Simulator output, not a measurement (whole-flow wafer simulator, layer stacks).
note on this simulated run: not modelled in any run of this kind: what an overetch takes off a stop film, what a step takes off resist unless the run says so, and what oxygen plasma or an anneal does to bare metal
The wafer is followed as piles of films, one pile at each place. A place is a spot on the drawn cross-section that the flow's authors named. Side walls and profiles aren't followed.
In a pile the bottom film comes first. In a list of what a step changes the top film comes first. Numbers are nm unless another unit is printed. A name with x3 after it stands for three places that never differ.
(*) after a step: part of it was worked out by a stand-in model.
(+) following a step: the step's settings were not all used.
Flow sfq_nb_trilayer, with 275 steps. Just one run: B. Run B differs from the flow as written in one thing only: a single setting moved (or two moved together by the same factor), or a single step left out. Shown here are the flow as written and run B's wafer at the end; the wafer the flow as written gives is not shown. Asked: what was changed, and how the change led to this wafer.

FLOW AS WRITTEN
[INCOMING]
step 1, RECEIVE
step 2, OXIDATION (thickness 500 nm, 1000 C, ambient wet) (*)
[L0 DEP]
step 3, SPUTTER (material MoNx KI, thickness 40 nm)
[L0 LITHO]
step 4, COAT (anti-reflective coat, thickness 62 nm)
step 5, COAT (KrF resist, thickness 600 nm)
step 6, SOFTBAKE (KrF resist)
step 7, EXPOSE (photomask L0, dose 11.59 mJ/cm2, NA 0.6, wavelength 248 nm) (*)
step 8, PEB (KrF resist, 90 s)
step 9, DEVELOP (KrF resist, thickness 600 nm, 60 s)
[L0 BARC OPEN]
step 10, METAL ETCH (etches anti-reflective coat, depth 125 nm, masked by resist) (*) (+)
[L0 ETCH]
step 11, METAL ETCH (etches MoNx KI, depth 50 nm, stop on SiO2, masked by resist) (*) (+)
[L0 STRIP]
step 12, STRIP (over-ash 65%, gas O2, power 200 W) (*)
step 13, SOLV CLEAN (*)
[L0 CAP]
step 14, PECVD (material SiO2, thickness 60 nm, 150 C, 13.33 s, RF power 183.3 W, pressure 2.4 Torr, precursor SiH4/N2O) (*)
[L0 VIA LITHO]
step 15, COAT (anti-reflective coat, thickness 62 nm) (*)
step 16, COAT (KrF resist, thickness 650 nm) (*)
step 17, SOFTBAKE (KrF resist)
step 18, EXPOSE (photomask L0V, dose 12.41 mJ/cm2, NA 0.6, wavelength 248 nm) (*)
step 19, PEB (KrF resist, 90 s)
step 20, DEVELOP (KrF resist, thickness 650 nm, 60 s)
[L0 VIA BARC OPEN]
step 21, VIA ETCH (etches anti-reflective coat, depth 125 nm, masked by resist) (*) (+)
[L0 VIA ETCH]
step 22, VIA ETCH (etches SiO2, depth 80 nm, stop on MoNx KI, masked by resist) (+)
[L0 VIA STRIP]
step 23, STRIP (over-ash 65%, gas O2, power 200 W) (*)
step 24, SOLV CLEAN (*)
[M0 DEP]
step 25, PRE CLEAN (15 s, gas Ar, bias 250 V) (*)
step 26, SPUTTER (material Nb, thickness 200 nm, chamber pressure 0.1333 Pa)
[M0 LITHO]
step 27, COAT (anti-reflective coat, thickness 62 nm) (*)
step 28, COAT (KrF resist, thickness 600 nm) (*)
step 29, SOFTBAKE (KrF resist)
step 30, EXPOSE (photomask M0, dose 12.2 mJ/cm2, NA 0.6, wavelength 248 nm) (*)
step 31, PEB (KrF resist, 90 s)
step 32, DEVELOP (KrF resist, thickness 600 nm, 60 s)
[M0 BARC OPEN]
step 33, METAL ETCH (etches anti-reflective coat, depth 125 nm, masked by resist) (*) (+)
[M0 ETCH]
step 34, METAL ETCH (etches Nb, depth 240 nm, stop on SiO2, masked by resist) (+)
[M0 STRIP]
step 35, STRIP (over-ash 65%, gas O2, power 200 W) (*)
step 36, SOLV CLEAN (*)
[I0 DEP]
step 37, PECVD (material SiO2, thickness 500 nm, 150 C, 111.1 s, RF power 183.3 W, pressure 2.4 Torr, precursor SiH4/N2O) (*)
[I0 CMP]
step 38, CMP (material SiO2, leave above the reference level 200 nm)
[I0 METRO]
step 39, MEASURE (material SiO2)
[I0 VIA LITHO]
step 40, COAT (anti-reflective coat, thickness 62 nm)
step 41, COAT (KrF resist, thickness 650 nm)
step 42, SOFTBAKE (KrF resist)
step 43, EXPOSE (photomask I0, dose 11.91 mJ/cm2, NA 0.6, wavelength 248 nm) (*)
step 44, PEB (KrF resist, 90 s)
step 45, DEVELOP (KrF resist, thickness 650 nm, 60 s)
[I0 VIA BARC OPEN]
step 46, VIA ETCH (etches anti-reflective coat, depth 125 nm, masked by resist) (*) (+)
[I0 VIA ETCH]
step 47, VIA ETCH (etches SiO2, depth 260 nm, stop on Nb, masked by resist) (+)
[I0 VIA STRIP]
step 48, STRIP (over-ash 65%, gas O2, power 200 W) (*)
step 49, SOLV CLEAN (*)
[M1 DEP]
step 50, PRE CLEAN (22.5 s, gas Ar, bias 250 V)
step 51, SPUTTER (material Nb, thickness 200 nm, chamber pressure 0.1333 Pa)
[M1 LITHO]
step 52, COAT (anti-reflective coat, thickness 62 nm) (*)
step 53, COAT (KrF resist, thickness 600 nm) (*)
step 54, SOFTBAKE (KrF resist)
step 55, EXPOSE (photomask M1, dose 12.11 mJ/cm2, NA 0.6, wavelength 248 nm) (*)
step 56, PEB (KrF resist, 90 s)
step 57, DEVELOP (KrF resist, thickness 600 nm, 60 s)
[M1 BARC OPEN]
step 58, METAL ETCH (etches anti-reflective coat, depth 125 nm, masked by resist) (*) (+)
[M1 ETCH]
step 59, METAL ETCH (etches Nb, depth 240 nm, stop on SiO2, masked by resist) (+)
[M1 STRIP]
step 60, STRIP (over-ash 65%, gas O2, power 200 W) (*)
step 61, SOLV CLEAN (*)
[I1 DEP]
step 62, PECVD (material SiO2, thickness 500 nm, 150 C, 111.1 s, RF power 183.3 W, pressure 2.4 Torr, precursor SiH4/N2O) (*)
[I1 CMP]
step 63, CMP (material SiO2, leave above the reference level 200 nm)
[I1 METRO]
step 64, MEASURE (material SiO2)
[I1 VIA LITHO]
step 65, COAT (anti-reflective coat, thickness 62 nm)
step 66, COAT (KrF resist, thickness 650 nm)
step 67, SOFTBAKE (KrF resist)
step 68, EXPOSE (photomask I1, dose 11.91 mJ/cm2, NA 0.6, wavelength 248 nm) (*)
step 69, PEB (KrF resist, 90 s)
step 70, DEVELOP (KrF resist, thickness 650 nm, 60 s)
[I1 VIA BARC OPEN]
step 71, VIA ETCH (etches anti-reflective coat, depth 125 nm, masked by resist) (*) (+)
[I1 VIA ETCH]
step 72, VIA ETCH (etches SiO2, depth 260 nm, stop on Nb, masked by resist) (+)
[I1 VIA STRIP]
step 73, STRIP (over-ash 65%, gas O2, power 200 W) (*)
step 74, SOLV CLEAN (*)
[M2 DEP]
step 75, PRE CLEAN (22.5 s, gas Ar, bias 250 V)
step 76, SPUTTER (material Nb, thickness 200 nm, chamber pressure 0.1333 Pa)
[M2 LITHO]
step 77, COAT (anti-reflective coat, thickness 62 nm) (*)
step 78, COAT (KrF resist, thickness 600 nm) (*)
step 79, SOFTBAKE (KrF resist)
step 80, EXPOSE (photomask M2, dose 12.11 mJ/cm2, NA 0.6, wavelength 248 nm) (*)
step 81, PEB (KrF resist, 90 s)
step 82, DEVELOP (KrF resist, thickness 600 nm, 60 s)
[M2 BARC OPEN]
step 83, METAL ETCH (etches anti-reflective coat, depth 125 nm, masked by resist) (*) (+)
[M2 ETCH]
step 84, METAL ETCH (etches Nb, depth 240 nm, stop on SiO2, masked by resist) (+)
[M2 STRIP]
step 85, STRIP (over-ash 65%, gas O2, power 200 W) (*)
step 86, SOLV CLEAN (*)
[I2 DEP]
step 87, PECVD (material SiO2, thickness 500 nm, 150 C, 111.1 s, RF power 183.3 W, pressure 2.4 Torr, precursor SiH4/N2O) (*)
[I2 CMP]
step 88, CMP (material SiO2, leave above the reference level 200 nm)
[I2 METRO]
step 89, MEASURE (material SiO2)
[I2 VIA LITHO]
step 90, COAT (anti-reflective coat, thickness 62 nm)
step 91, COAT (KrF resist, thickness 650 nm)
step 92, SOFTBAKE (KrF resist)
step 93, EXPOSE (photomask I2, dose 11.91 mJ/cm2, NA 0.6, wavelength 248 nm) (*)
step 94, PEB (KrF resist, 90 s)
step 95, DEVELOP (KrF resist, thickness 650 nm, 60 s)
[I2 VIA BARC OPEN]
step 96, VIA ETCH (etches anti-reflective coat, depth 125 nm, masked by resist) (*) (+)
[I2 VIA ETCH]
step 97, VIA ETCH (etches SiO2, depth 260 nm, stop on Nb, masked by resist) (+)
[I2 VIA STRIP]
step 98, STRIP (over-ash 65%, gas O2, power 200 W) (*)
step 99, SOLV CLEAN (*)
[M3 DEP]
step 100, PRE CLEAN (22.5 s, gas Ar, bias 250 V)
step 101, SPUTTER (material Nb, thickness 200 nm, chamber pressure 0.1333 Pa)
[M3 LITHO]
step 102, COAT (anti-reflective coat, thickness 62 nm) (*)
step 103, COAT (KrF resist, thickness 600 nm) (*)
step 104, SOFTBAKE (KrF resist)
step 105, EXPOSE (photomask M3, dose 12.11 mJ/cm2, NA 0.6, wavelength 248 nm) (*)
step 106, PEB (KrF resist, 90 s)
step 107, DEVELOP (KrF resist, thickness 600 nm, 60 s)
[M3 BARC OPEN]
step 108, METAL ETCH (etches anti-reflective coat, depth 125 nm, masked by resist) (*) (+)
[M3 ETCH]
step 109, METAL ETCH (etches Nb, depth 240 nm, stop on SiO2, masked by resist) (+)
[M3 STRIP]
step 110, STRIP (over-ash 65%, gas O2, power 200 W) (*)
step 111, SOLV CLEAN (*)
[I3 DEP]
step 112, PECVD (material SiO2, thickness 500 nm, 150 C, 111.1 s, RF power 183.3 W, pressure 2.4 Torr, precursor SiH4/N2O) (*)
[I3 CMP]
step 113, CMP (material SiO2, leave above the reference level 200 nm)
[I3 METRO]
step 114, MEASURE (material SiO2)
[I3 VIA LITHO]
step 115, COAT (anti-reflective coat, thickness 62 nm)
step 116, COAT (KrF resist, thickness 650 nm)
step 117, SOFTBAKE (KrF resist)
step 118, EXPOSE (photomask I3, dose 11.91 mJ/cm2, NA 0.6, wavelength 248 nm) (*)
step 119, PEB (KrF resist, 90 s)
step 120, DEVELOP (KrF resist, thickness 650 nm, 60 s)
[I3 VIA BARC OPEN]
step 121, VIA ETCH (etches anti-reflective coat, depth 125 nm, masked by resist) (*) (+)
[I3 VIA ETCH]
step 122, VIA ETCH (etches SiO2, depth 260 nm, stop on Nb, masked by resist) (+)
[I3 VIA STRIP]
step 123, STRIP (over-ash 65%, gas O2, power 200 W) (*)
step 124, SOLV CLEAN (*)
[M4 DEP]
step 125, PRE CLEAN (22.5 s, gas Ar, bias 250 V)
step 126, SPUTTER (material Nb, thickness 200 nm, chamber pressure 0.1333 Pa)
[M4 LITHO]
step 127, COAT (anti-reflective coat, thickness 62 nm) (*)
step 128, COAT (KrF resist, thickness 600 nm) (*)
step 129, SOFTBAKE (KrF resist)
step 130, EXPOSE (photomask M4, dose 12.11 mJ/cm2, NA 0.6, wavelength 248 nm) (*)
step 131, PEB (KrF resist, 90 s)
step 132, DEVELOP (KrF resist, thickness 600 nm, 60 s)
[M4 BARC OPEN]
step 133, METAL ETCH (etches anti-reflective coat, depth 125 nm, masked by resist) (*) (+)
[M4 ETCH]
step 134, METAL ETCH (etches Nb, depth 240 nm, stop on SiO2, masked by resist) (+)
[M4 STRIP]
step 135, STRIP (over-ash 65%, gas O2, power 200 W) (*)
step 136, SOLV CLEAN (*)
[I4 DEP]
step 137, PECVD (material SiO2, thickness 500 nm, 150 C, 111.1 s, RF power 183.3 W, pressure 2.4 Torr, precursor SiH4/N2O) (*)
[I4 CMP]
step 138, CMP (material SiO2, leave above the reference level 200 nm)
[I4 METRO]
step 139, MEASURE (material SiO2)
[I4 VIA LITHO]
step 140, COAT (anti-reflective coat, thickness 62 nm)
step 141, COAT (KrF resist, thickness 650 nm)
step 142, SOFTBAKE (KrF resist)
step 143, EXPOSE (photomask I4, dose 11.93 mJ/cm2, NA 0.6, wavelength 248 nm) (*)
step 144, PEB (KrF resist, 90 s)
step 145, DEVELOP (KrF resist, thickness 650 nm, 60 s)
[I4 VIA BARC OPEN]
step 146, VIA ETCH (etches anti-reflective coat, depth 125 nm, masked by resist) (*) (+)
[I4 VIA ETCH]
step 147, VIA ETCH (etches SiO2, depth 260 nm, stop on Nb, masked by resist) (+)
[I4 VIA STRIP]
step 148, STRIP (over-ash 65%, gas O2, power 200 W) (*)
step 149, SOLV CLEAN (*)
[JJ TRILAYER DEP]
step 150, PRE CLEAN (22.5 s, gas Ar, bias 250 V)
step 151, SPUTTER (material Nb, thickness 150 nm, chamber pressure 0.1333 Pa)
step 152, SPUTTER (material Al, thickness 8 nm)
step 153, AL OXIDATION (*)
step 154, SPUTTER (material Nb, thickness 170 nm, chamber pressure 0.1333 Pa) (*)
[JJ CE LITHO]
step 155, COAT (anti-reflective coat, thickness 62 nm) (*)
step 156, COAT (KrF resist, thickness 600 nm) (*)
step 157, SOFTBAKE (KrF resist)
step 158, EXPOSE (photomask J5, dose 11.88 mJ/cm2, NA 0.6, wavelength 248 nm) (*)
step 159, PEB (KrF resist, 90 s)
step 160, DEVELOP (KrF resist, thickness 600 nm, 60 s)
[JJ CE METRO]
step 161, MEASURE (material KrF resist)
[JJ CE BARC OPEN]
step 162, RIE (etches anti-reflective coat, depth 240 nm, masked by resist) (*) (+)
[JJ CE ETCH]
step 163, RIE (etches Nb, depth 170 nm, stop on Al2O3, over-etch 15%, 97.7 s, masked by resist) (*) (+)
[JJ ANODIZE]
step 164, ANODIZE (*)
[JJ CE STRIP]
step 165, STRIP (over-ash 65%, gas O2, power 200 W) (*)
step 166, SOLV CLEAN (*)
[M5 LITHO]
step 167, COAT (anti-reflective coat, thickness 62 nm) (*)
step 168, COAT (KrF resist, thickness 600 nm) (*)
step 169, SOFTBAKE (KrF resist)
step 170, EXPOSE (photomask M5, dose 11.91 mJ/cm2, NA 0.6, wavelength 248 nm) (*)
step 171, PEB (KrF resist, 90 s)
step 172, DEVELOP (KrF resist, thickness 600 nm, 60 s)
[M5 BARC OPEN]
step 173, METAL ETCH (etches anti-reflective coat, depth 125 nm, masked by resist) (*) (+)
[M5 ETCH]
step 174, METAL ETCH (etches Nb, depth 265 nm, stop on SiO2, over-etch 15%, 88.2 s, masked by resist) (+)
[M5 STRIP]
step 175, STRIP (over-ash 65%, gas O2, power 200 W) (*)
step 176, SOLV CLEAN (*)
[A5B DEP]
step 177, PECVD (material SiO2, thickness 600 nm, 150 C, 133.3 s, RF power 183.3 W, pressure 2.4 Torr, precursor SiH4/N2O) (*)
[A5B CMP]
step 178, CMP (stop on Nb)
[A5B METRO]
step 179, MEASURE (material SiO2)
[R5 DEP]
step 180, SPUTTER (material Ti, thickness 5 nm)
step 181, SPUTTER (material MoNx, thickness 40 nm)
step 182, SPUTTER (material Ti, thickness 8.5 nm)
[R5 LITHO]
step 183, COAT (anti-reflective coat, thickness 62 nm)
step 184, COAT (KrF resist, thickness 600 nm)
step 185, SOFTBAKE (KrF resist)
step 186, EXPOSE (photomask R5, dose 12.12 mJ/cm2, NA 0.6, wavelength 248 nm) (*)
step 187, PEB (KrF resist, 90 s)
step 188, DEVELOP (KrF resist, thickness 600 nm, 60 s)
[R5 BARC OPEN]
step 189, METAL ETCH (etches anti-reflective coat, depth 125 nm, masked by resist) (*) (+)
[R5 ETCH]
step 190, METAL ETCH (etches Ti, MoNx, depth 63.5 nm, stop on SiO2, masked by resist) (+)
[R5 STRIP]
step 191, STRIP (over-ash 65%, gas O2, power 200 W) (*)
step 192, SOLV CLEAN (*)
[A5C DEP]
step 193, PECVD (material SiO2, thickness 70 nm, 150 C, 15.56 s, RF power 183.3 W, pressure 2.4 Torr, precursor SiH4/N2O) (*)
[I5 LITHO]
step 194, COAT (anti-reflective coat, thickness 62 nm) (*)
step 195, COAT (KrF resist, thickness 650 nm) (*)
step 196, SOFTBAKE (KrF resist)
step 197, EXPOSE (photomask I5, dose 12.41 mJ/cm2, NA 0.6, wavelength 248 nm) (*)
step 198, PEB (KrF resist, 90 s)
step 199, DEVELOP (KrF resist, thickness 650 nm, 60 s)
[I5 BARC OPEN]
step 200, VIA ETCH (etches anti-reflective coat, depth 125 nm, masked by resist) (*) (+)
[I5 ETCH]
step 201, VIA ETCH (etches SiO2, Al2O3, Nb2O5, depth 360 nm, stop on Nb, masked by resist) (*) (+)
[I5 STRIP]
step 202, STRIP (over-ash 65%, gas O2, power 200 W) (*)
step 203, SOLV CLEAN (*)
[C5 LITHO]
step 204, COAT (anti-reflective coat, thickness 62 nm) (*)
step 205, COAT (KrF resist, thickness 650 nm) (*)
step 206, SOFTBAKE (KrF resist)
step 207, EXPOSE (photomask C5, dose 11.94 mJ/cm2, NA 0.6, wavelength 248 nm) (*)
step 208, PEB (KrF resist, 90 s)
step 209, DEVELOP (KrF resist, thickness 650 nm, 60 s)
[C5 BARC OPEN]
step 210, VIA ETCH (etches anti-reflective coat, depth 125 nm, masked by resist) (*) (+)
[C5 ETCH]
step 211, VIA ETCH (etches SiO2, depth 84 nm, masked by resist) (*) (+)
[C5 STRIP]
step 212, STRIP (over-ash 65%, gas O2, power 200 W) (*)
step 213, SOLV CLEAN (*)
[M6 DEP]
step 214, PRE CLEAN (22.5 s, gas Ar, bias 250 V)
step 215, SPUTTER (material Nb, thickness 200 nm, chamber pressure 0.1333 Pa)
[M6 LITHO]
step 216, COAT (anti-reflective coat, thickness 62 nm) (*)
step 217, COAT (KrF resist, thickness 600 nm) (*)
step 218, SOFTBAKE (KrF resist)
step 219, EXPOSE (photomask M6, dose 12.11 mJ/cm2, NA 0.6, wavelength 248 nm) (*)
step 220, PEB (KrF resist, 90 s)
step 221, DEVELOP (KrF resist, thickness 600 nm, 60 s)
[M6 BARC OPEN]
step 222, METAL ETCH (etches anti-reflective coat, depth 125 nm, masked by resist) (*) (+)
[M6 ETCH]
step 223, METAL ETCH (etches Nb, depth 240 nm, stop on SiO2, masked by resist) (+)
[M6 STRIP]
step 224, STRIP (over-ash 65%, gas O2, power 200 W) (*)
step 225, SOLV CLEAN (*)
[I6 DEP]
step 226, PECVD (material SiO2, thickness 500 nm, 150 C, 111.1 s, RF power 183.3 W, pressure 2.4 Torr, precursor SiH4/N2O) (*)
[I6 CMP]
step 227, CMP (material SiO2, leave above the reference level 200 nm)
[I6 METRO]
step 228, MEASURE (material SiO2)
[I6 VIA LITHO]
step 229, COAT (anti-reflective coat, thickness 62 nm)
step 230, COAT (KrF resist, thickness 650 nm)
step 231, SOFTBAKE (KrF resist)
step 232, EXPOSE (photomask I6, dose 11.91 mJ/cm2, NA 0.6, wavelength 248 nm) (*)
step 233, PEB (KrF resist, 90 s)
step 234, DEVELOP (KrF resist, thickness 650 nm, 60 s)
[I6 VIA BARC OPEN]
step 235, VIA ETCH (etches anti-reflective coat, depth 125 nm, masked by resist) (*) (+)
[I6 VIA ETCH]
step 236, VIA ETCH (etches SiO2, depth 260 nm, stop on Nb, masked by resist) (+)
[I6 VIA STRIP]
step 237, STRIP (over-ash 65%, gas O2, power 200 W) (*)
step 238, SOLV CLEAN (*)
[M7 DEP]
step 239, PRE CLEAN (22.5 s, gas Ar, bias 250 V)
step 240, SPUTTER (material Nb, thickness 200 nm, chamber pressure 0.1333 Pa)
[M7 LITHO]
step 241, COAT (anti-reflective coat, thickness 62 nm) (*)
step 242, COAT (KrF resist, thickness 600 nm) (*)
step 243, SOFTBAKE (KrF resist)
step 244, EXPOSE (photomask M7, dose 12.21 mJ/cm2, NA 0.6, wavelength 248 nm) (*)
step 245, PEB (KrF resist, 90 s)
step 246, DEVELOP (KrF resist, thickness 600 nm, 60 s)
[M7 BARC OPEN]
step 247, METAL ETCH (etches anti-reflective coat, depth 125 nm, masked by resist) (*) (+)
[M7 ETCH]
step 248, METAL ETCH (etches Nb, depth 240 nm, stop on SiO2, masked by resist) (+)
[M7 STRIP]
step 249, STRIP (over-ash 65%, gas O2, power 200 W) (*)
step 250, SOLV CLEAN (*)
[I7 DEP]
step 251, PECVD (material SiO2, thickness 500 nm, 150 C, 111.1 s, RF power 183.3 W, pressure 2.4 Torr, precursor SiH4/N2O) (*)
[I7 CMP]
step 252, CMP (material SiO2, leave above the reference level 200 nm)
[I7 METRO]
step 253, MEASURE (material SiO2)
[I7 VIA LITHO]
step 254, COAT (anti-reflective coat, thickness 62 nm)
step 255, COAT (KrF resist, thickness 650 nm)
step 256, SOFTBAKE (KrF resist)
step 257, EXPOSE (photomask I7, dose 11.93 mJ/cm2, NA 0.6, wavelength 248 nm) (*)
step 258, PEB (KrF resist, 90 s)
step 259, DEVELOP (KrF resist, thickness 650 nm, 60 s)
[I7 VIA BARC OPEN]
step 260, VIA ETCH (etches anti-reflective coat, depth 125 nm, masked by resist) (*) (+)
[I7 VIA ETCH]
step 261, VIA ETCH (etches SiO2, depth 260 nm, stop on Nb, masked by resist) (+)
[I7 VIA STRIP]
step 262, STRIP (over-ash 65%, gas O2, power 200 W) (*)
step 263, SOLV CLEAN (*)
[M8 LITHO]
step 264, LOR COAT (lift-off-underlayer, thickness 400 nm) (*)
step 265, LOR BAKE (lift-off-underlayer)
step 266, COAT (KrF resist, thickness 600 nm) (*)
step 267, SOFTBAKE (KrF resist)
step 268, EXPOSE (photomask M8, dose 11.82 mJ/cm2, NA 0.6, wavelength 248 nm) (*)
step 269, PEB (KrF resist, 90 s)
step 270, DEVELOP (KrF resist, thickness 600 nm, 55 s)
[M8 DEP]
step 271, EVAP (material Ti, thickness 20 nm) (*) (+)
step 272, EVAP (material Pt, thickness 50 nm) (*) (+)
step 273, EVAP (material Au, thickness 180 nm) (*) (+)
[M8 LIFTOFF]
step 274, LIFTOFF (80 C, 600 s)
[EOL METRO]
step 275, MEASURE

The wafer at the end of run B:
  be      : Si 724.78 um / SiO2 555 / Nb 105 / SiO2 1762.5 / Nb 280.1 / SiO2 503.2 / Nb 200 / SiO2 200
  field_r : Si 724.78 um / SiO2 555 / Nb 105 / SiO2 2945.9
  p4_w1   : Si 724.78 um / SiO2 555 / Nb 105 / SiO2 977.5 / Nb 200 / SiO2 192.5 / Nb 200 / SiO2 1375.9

The reason: step 26, SPUTTER: thickness 105 nm was run, whereas the flow has thickness 200 nm.
The wafer lets one read it off: be has Nb 105, and step 26 as written asks for 200 nm.

Step by step, how the change led to this:
  step 26, SPUTTER (material Nb, thickness 200 nm, chamber pressure 0.1333 Pa)
      field_l, via_wl, via_w and 100 more: Nb gains 105 (new film) (it would be, as written: Nb gains 200 (new film))
      v_sur: Nb gains 101.3 (new film) (it would be, as written: Nb gains 200 (new film))
      (also at 2 further places)
  step 27, COAT (anti-reflective coat, thickness 62 nm) (*)
      v_sur: anti-reflective coat gains 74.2 (new film) (it would be, as written: anti-reflective coat gains 72.3 (new film))
  step 34, METAL ETCH (etches Nb, depth 240 nm, stop on SiO2, masked by resist) (+)
      field_l, v_sur, via_wl and 100 more: KrF resist loses 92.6 (it would be, as written: KrF resist loses 141.2)
      moat, m0r_space_l, m0r_space_r: Nb loses 105 (all of it) (it would be, as written: Nb loses 200 (all of it))
  step 35, STRIP (over-ash 65%, gas O2, power 200 W) (*)
      p4_fl, p4_fm, p4_w1 and 68 more: KrF resist loses 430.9 (all of it), anti-reflective coat loses 62 (all of it) (it would be, as written: KrF resist loses 382.4 (all of it), anti-reflective coat loses 62 (all of it))
      c5j, ce_r, sp_r, be_r, r_sur, res: KrF resist loses 437.5 (all of it), anti-reflective coat loses 63.6 (all of it) (it would be, as written: KrF resist loses 389 (all of it), anti-reflective coat loses 63.6 (all of it))
      (also at 26 further places)
  step 37, PECVD (material SiO2, thickness 500 nm, 150 C, 111.1 s, RF power 183.3 W, pressure 2.4 Torr, precursor SiH4/N2O) (*)
      moat, m0r_space_l, m0r_space_r: SiO2 gains 500 (it would be, as written: SiO2 gains 557.1)
  step 38, CMP (material SiO2, leave above the reference level 200 nm)
      moat, m0r_space_l, m0r_space_r: SiO2 loses 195 (it would be, as written: SiO2 loses 157.1)
